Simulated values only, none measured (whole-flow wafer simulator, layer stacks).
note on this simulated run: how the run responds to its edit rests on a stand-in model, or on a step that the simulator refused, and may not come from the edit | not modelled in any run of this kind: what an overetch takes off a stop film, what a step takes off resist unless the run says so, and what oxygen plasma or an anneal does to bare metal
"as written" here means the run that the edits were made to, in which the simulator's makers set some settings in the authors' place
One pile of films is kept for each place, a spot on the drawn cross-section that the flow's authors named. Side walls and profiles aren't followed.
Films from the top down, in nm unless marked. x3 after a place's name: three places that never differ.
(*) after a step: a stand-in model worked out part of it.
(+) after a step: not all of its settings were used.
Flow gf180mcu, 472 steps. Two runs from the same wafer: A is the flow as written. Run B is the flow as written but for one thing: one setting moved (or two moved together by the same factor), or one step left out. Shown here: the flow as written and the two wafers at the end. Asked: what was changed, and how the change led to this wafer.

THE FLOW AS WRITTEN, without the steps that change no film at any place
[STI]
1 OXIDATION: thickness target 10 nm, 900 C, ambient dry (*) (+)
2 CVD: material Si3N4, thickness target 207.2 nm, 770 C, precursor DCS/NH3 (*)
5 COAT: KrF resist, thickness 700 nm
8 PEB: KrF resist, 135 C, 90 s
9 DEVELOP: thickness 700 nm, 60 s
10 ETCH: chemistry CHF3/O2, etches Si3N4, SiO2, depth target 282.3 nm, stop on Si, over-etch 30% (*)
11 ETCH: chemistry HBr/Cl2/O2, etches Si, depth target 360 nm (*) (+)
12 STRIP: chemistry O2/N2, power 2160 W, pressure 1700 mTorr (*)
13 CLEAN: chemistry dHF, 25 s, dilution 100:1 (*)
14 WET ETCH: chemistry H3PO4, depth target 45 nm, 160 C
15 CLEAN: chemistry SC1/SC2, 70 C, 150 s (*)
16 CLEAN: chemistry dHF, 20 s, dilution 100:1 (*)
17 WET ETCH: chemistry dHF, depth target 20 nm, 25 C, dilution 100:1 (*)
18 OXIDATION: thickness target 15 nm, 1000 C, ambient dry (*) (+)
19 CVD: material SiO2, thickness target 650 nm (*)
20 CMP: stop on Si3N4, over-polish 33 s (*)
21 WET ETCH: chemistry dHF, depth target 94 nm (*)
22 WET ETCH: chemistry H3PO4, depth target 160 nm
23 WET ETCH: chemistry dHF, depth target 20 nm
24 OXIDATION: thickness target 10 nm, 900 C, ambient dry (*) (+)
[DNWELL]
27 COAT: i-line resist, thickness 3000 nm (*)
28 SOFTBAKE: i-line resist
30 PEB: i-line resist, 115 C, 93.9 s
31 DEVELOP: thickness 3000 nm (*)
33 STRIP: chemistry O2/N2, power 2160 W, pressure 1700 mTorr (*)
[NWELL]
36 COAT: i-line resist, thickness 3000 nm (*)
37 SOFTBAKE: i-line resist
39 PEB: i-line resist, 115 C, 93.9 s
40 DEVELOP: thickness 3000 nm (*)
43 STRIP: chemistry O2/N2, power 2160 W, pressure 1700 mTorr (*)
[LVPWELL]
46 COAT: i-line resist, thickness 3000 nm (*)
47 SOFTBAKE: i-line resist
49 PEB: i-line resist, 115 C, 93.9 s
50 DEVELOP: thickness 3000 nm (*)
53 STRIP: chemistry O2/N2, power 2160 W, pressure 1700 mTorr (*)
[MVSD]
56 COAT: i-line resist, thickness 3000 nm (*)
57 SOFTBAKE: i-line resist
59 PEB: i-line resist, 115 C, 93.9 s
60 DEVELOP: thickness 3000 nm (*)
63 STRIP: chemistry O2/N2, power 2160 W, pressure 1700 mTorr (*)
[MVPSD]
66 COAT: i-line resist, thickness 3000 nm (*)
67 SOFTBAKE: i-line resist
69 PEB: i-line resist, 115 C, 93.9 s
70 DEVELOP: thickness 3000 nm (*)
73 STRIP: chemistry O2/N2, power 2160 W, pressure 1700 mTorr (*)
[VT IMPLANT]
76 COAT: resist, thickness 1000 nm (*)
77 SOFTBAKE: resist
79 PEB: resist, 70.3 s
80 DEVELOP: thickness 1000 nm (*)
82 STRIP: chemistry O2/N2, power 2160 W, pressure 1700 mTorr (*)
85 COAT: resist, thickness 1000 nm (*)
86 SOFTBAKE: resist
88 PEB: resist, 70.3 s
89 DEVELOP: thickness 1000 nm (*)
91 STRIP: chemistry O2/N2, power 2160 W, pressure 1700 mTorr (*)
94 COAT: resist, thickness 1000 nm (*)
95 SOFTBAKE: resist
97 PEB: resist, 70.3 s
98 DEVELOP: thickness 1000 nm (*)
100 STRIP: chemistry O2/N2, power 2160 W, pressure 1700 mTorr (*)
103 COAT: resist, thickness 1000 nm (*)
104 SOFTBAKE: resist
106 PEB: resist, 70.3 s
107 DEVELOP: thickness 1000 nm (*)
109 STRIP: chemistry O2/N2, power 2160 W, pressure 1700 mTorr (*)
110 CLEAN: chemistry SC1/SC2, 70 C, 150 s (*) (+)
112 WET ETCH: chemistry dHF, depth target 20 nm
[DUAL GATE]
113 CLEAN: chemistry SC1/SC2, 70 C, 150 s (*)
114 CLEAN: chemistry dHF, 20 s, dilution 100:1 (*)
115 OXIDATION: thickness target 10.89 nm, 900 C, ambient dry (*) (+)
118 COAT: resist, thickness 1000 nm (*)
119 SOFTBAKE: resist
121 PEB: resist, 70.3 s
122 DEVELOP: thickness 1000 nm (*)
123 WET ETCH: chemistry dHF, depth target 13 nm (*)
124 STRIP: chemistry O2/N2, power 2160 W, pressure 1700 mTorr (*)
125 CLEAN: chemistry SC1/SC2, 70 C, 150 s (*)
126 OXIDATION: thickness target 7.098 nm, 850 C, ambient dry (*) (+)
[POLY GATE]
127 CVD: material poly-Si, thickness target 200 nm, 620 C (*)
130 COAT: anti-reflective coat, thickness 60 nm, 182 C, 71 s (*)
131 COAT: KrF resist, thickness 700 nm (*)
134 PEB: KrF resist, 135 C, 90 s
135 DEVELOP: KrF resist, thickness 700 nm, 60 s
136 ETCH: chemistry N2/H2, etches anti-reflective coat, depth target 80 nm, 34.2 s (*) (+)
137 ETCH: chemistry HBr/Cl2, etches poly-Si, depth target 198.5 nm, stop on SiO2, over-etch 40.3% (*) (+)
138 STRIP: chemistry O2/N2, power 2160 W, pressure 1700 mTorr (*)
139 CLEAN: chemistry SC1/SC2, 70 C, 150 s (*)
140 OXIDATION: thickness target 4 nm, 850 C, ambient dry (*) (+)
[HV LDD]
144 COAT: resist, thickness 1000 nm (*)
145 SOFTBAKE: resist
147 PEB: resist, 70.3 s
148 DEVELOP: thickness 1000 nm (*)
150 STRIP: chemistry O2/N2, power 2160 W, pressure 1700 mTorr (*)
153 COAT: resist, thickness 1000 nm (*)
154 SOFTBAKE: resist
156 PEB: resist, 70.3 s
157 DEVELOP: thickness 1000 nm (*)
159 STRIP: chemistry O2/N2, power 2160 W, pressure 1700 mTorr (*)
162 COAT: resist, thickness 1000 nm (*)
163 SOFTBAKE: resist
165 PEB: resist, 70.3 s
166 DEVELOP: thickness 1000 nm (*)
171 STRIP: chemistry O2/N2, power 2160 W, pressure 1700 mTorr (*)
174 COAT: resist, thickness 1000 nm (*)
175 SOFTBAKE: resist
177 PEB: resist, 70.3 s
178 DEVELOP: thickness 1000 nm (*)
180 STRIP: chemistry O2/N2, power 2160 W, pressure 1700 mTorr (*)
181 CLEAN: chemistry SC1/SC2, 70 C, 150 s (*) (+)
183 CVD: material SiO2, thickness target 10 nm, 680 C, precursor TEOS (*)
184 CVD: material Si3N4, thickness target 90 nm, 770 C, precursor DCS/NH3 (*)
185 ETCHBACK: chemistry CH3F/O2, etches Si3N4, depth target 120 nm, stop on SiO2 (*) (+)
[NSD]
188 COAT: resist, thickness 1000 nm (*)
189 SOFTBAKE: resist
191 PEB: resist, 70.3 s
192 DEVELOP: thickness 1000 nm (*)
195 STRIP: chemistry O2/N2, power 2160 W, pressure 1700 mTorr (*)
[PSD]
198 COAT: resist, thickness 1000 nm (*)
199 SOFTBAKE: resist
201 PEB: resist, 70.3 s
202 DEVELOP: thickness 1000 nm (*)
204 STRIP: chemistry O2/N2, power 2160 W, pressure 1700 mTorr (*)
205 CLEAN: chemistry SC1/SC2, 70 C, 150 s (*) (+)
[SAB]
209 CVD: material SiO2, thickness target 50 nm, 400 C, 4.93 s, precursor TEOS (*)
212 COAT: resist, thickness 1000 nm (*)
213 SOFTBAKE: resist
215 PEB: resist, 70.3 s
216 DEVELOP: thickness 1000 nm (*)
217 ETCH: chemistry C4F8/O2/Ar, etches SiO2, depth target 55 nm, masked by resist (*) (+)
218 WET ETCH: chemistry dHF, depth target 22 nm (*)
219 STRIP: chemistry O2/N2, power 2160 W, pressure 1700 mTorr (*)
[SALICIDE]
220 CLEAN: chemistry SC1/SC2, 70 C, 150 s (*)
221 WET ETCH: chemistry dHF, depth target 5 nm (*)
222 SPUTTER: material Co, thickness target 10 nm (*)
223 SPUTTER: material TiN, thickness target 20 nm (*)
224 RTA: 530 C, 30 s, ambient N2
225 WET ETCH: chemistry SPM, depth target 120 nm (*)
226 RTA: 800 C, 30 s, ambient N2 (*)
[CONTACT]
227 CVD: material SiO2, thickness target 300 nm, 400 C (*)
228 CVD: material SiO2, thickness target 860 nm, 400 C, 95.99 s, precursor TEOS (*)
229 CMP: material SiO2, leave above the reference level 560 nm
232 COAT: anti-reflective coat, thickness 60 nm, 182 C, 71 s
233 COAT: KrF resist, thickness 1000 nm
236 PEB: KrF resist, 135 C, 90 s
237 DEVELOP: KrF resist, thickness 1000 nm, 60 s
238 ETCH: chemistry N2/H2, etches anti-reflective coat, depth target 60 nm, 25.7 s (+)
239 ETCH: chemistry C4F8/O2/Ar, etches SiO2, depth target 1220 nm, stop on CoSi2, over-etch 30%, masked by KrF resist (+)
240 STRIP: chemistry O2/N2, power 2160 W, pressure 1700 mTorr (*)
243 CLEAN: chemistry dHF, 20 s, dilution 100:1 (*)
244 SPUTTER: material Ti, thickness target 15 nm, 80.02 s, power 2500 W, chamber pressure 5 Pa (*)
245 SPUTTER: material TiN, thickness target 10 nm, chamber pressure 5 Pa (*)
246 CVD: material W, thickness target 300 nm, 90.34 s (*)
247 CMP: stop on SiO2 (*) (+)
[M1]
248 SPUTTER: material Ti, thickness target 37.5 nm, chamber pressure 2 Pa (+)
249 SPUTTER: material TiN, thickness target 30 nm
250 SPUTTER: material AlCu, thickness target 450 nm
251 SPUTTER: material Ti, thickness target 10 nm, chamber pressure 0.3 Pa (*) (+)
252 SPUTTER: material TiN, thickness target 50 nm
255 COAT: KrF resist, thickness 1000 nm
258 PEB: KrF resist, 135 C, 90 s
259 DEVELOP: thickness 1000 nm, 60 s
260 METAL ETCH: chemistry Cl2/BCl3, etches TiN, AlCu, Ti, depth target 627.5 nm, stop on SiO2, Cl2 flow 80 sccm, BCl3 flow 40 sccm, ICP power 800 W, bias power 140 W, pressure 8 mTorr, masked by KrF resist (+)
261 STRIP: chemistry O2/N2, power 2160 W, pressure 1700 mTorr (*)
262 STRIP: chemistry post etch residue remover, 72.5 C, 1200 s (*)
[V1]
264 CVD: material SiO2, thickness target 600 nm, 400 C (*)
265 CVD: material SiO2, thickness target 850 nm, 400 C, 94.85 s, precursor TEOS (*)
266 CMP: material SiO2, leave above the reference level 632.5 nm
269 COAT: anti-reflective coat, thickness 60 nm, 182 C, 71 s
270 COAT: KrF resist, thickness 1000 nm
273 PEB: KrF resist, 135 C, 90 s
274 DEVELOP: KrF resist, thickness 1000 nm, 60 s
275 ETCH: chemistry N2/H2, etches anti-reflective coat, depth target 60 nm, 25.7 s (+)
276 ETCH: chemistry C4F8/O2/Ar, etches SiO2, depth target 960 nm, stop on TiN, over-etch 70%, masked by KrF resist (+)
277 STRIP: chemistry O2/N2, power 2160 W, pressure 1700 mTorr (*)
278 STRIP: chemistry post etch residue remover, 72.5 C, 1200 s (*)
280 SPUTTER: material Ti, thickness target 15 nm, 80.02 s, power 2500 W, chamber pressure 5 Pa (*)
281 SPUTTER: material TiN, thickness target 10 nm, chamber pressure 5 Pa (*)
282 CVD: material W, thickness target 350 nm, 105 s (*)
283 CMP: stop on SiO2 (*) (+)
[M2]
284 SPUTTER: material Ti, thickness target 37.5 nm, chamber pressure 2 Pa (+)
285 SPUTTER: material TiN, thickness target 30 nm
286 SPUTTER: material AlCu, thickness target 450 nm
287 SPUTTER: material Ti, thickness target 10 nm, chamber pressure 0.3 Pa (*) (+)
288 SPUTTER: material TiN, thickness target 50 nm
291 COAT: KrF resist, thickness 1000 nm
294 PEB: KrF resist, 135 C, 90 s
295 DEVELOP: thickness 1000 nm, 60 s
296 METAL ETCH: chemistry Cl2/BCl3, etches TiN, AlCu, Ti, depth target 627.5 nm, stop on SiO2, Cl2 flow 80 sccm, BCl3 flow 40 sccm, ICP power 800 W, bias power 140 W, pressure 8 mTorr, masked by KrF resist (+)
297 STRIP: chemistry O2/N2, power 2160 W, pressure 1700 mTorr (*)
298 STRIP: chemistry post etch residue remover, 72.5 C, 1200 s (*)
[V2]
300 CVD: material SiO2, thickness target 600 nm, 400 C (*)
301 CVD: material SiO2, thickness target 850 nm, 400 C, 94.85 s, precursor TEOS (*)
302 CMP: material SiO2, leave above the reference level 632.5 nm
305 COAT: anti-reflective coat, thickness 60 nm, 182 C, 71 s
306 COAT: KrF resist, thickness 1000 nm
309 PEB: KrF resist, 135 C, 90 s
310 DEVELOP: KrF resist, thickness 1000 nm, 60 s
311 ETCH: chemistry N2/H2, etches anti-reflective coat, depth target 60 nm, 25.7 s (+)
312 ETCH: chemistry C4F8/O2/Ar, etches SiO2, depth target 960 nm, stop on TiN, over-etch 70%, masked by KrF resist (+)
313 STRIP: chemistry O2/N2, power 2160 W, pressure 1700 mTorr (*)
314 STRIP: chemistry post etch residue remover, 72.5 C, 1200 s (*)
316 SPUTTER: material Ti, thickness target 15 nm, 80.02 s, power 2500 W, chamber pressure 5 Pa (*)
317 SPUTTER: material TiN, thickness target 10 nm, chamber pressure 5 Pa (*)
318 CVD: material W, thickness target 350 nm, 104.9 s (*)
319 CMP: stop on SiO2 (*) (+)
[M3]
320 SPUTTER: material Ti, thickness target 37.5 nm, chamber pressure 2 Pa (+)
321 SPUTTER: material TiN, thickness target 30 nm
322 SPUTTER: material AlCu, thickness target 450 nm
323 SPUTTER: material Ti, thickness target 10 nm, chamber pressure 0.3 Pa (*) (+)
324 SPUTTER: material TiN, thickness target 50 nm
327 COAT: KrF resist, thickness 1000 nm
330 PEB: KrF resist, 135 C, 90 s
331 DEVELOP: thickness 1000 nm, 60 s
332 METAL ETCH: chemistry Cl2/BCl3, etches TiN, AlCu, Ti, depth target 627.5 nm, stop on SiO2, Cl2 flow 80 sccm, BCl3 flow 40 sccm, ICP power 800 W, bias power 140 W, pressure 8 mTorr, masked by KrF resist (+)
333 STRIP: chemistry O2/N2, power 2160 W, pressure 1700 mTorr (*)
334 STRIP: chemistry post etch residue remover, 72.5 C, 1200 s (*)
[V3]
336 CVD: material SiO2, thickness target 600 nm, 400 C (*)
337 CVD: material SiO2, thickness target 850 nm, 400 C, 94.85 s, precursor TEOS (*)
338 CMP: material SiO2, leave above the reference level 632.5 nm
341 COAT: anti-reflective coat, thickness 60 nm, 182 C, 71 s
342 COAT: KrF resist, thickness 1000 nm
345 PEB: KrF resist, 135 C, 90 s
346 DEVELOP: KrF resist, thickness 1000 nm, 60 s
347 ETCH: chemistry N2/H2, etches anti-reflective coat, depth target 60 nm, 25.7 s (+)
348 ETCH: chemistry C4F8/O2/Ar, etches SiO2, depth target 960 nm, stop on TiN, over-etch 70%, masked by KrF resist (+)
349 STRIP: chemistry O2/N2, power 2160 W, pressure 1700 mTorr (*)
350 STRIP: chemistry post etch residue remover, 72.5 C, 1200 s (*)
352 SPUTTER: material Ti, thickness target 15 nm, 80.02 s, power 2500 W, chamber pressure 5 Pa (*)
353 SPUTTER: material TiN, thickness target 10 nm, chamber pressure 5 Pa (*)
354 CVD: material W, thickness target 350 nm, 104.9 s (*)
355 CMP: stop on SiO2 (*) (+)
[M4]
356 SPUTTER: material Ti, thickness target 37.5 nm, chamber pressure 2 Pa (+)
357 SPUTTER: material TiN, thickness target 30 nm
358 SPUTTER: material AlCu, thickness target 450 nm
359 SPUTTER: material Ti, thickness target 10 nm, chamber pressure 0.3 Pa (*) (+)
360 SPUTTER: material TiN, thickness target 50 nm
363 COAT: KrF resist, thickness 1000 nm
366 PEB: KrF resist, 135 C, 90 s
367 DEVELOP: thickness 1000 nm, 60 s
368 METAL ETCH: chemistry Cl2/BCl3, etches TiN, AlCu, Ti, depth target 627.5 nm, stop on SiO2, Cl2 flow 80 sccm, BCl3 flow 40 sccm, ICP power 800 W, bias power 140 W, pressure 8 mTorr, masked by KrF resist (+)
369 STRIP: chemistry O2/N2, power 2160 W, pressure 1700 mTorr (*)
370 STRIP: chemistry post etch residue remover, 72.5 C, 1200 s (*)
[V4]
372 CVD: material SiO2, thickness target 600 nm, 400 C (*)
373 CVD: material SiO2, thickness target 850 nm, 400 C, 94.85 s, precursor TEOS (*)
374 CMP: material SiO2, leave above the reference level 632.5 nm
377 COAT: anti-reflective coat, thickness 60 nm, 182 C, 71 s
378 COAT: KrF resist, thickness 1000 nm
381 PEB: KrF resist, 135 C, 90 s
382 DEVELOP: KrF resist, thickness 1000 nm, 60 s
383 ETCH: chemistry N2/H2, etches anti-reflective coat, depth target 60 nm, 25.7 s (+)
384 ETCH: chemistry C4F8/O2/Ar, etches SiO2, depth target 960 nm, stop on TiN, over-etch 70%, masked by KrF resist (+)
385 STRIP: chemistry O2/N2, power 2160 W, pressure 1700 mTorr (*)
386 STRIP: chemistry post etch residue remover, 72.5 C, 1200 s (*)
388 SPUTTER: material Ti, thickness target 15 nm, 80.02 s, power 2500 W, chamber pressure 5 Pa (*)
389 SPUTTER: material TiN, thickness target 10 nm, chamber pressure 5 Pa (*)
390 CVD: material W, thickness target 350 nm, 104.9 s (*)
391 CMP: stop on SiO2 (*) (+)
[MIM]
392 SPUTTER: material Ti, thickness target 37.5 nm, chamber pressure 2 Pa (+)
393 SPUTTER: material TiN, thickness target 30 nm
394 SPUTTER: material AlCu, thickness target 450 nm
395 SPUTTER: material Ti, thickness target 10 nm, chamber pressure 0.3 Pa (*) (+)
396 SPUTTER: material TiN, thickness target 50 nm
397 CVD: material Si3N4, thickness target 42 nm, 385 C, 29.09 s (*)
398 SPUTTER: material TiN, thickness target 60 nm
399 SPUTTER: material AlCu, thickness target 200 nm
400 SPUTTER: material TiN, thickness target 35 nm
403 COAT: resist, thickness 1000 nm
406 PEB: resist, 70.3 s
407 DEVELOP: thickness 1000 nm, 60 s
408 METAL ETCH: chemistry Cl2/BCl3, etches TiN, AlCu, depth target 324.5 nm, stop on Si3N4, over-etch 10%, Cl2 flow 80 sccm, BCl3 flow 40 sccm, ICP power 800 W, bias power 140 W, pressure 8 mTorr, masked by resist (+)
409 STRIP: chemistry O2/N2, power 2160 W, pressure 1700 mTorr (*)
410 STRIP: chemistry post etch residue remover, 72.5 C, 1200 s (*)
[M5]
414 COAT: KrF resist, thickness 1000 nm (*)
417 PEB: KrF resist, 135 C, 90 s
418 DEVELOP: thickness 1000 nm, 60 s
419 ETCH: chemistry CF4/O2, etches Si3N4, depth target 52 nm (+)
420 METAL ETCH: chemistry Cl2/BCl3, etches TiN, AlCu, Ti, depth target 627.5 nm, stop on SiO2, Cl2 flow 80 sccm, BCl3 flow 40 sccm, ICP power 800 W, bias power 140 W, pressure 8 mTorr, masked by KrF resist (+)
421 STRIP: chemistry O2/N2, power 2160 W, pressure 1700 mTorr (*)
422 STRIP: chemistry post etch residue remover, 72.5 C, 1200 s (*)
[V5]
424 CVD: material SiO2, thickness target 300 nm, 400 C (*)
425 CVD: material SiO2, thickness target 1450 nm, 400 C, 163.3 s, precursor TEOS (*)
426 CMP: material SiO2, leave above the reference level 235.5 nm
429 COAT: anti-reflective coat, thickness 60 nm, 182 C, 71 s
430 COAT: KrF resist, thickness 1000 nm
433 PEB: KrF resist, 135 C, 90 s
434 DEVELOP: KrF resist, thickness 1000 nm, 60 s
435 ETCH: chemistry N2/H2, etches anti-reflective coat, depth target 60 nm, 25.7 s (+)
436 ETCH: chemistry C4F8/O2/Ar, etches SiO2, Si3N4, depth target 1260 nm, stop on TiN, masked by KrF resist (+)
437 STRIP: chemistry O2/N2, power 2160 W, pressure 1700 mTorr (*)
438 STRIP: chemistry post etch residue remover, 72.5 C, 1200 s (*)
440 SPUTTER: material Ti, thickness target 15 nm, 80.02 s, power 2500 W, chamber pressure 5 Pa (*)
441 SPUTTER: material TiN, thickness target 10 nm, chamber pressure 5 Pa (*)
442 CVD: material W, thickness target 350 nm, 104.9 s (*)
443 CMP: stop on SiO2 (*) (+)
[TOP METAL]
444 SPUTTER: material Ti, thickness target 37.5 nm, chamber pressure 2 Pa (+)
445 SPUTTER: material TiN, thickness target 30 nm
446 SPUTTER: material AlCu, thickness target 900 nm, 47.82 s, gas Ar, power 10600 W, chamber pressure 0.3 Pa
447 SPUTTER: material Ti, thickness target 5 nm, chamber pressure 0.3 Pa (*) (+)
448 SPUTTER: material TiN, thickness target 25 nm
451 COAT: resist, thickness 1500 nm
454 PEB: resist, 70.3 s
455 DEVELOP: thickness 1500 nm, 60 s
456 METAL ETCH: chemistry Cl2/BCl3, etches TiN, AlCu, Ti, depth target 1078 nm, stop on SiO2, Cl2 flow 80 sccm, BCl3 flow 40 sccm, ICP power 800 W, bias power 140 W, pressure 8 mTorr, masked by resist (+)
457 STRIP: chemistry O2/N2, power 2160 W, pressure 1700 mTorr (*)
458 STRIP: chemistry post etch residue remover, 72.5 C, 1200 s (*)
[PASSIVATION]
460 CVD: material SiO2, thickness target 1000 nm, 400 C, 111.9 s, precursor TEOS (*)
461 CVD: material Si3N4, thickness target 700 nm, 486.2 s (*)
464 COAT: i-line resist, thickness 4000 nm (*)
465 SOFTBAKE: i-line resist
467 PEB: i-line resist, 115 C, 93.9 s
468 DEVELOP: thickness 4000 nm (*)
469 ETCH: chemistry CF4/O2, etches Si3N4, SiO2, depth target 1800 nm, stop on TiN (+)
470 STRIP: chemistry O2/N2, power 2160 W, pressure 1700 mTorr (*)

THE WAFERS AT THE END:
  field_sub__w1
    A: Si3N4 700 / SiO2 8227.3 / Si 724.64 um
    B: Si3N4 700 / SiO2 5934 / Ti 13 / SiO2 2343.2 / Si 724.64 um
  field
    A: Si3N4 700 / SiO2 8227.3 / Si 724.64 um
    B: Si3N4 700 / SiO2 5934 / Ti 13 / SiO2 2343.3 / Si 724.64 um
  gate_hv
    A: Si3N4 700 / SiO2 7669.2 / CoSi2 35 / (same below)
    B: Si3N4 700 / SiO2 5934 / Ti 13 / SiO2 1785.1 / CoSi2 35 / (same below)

The cause: step 286, SPUTTER: thickness target 513 nm was run, where the flow has thickness target 450 nm.

How the change led to this, step by step:
  286 SPUTTER: material AlCu, thickness target 450 nm
      field, field__w1, field__w2 and 108 more: A AlCu +450 (new film) | B AlCu +513 (new film)
  296 METAL ETCH: chemistry Cl2/BCl3, etches TiN, AlCu, Ti, depth target 627.5 nm, stop on SiO2, Cl2 flow 80 sccm, BCl3 flow 40 sccm, ICP power 800 W, bias power 140 W, pressure 8 mTorr, masked by KrF resist (+)
      field, field__w1, field__w2 and 103 more: A TiN -50 (all of it), Ti -10 (all of it), AlCu -450 (all of it), TiN -30 (all of it), Ti -37.5 (all of it) | B TiN -50 (all of it), Ti -10 (all of it), AlCu -513 (all of it), TiN -30 (all of it), Ti -24.5
  300 CVD: material SiO2, thickness target 600 nm, 400 C (*)
      field, field__w1, field__w2 and 103 more: A SiO2 +600 | B SiO2 +600 (new film)
  302 CMP: material SiO2, leave above the reference level 632.5 nm
      field, field__w1, field__w2 and 103 more: A SiO2 -300 | B SiO2 -250
Counting metal films that touch as one body, field_sub__w1 has 1 body; the flow as written gives 0 bodies.
Counting metal films that touch as one body, field has 1 body; the flow as written gives 0 bodies.
Counting metal films that touch as one body, gate_hv has 2 bodies (between them, from the top down: SiO2 1785.1); the flow as written gives 1 body.
